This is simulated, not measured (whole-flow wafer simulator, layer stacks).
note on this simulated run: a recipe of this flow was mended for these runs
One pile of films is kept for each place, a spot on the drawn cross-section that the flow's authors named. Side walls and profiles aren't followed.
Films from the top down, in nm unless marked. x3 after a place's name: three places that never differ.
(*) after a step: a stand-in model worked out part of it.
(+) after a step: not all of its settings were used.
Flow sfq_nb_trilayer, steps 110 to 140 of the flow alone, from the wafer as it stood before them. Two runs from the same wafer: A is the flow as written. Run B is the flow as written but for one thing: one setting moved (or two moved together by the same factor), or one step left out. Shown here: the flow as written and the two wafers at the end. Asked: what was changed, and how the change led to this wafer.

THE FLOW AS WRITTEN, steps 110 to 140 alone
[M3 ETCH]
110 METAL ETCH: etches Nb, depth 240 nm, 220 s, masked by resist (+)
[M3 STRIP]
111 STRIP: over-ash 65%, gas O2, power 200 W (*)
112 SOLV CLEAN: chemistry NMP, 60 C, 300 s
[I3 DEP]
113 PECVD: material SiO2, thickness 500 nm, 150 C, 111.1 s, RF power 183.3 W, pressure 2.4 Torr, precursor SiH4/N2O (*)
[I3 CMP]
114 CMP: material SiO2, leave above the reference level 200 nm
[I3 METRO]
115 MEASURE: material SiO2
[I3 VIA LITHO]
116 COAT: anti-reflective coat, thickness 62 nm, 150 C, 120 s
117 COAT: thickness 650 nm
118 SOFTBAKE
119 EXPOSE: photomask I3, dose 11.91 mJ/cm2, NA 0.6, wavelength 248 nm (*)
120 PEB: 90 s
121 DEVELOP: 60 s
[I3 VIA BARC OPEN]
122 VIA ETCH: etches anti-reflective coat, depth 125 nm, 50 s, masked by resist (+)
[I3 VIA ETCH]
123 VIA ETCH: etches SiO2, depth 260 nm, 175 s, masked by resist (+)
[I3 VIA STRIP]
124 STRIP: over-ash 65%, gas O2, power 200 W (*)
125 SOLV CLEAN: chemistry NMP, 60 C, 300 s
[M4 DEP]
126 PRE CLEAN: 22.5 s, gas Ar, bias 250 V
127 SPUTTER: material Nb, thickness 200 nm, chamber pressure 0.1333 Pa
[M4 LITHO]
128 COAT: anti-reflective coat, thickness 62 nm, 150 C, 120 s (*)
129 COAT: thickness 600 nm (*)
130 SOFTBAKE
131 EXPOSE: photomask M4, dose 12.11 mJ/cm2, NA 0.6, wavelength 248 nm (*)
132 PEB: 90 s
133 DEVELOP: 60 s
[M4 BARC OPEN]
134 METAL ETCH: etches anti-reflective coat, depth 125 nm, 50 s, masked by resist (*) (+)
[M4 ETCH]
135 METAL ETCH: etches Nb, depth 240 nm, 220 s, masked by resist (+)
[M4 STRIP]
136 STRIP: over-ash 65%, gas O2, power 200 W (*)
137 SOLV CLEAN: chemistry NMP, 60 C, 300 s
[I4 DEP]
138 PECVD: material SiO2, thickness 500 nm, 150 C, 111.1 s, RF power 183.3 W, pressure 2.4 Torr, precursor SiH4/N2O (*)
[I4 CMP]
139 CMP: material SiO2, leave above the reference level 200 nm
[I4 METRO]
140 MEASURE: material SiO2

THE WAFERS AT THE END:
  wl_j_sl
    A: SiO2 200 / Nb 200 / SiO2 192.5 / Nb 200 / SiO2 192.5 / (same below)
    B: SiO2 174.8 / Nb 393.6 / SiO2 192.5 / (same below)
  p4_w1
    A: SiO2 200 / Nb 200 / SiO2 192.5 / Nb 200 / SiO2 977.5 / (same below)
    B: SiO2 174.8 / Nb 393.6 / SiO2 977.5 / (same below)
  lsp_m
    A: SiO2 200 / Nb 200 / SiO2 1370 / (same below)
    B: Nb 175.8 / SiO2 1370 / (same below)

The cause: step 111, STRIP: over-ash 65%, gas O2, power 200 W (*), was left out.

How the change led to this, step by step:
  113 PECVD: material SiO2, thickness 500 nm, 150 C, 111.1 s, RF power 183.3 W, pressure 2.4 Torr, precursor SiH4/N2O (*)
      p4_g1, p4_g2, p3_s0, p3_s1, p3_s2, p3_s3, p3_s4, p3_s5: A SiO2 +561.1 | B SiO2 +500
      via_w: A SiO2 +621.2 (new film) | B SiO2 +500 (new film)
  114 CMP: material SiO2, leave above the reference level 200 nm
      p4_w1, p4_w2, p4_w3 and 21 more: A SiO2 -300 | B SiO2 -500 (all of it), KrF-resist-other-grade -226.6
      v_sur: A SiO2 -300 | B SiO2 -500 (all of it), KrF-resist-other-grade -207
      (and at 14 more places)
  123 VIA ETCH: etches SiO2, depth 260 nm, 175 s, masked by resist (+)
      via_v: A SiO2 -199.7 (all of it), Nb -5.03 | B KrF-resist-other-grade -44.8
  124 STRIP: over-ash 65%, gas O2, power 200 W (*)
      p4_w1, p4_w2, p4_w3 and 21 more: A KrF-resist-other-grade -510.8 (all of it), anti-reflective coat -62 (all of it) | B KrF-resist-other-grade -510.8 (all of it), anti-reflective coat -62 (all of it), KrF-resist-other-grade -138 (all of it), anti-reflective coat -62 (all of it)
      via_wl, via_wr: A KrF-resist-other-grade -510.8 (all of it), anti-reflective coat -62 (all of it) | B KrF-resist-other-grade -510.8 (all of it), anti-reflective coat -62 (all of it), KrF-resist-other-grade -183.3 (all of it), anti-reflective coat -16.7 (all of it)
      (and at 5 more places)
  126 PRE CLEAN: 22.5 s, gas Ar, bias 250 V
      v_sur, via_wl, via_w and 27 more: A SiO2 -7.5 | B Nb -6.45
  127 SPUTTER: material Nb, thickness 200 nm, chamber pressure 0.1333 Pa
      via_wr, via_sp, p4_w1 and 23 more: A Nb +200 (new film) | B Nb +200
      v_sur: A Nb +200 (new film) | B Nb +165.2
      (and at 4 more places)
  128 COAT: anti-reflective coat, thickness 62 nm, 150 C, 120 s (*)
      m0r_line_l x3: A anti-reflective coat +62 (new film) | B anti-reflective coat +76.2 (new film)
      m0r_space_l, m6r_space_l x2: A anti-reflective coat +62 (new film) | B anti-reflective coat +44.7 (new film)
      (and at 89 more places)
  129 COAT: thickness 600 nm (*)
      wl_f_sr, m0r_line_l x3: A KrF-resist-other-grade +600 (new film) | B KrF-resist-other-grade +554.7 (new film)
      m0r_space_l, m6r_space_l x2: A KrF-resist-other-grade +600 (new film) | B KrF-resist-other-grade +576.2 (new film)
      (and at 77 more places)
  132 PEB: 90 s
      via_w: A KrF-resist-other-grade -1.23 | B KrF-resist-other-grade -1.8
  133 DEVELOP: 60 s
      m0r_line_l x3: A KrF-resist-other-grade -598.7 (all of it) | B KrF-resist-other-grade -553.6 (all of it)
      m0r_space_l, m6r_space_l x2: A KrF-resist-other-grade -598.7 (all of it) | B KrF-resist-other-grade -575 (all of it)
      (and at 42 more places)
  134 METAL ETCH: etches anti-reflective coat, depth 125 nm, 50 s, masked by resist (*) (+)
      m0r_line_l x3: A anti-reflective coat -62 (all of it) | B anti-reflective coat -76.2 (all of it)
      m0r_space_l, m6r_space_l x2: A anti-reflective coat -62 (all of it) | B anti-reflective coat -44.7 (all of it)
      (and at 54 more places)
  136 STRIP: over-ash 65%, gas O2, power 200 W (*)
      ln_m5, lsp_m: A KrF-resist-other-grade -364 (all of it), anti-reflective coat -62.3 (all of it) | B KrF-resist-other-grade -355.8 (all of it), anti-reflective coat -61.1 (all of it)
      v_sur: A KrF-resist-other-grade -360.6 (all of it), anti-reflective coat -64.7 (all of it) | B KrF-resist-other-grade -411.2 (all of it), anti-reflective coat -134 (all of it)
      (and at 36 more places)
  138 PECVD: material SiO2, thickness 500 nm, 150 C, 111.1 s, RF power 183.3 W, pressure 2.4 Torr, precursor SiH4/N2O (*)
      p3_s0, p3_s1, p3_s2, p3_s3, p3_s4, p3_s5: A SiO2 +561.1 | B SiO2 +500
      p4_w1, p4_w2, p4_w3: A SiO2 +500 (new film) | B SiO2 +556 (new film)
      (and at 1 more place)
  139 CMP: material SiO2, leave above the reference level 200 nm
      ln_m5, lsp_m, ln_m6, p4_fl, p4_fm, p4_g1, p4_g2, p4_fr: A SiO2 -300 | B SiO2 -500 (all of it), Nb -24.2
      field_l, be, be_sur and 55 more: A SiO2 -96 | B SiO2 -320.2
      (and at 39 more places)
Counting metal films that touch as one body, wl_j_sl has 4 bodies (between them, from the top down: SiO2 192.5; SiO2 192.5; SiO2 192.5); the flow as written gives 5 bodies (between them, from the top down: SiO2 192.5; SiO2 192.5; SiO2 192.5; SiO2 192.5).
Counting metal films that touch as one body, p4_w1 has 2 bodies (between them, from the top down: SiO2 977.5); the flow as written gives 3 bodies (between them, from the top down: SiO2 192.5; SiO2 977.5).
